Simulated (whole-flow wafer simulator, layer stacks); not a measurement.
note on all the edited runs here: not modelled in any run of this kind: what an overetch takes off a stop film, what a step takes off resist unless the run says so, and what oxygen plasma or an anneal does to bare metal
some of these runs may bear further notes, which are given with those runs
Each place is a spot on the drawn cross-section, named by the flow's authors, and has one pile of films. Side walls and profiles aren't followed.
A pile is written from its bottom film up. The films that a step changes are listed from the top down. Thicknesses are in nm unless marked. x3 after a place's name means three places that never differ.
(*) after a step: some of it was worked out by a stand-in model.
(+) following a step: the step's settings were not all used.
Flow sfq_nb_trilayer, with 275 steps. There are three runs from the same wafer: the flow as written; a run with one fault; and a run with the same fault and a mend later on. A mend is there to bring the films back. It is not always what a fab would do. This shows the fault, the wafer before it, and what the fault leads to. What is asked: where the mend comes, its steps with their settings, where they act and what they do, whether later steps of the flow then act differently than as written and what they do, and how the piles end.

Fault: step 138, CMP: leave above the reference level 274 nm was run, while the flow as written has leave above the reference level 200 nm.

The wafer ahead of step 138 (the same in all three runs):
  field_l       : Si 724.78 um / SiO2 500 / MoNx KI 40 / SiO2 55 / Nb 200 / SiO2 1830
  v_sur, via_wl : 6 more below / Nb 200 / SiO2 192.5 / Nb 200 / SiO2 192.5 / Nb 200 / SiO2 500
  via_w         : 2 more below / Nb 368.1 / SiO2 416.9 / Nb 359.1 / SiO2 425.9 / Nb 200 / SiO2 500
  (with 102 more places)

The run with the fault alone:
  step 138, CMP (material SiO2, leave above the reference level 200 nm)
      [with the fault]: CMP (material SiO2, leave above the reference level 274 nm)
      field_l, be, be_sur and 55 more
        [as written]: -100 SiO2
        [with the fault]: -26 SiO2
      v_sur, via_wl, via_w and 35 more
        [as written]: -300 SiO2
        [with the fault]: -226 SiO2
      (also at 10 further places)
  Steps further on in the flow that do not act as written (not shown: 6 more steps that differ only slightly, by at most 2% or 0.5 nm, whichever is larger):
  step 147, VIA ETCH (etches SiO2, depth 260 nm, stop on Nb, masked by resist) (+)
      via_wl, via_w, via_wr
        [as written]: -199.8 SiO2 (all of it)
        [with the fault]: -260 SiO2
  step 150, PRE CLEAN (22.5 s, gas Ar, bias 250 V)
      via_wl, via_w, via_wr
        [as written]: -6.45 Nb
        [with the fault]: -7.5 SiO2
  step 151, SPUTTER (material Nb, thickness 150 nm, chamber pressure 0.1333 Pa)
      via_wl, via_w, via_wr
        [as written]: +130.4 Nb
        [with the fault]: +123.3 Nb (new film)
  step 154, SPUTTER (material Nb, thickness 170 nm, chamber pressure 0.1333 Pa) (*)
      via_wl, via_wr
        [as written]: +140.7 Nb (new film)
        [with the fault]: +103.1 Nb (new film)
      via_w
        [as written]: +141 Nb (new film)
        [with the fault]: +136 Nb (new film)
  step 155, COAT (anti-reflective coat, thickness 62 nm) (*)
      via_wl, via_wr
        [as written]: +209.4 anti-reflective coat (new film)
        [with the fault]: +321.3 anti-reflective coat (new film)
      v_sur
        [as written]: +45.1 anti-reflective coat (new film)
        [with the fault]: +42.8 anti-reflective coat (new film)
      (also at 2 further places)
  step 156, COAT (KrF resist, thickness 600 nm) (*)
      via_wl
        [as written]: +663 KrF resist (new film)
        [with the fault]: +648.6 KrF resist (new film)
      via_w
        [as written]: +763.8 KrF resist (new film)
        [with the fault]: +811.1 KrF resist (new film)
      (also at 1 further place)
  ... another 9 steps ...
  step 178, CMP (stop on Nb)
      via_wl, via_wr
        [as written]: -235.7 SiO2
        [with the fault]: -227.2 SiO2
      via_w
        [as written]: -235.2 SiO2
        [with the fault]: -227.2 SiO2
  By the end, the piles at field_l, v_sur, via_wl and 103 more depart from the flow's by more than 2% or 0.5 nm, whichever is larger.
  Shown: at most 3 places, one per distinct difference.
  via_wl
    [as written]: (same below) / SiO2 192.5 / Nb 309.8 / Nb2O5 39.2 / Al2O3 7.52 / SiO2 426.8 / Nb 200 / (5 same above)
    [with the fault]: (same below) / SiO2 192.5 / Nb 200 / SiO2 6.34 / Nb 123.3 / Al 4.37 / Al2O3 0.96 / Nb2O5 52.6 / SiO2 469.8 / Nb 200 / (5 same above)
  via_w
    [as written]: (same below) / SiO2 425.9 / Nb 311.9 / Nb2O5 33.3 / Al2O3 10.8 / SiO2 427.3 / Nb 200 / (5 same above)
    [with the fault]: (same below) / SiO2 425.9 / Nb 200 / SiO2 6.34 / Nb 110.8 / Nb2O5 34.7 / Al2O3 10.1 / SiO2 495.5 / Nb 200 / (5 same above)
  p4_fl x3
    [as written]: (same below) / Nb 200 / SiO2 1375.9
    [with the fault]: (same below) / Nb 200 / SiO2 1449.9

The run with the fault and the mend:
  After step 139 comes the mend.
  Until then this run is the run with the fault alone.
  step 139a, CMP (material SiO2, leave above the reference level 200 nm) (the flow's step 138 again)
      field_l, v_sur, via_wl and 103 more
        -74 SiO2
  Later steps of the flow that are run all act as written at every place that is followed.
  At every place that both follow, the piles at the end match the flow's.
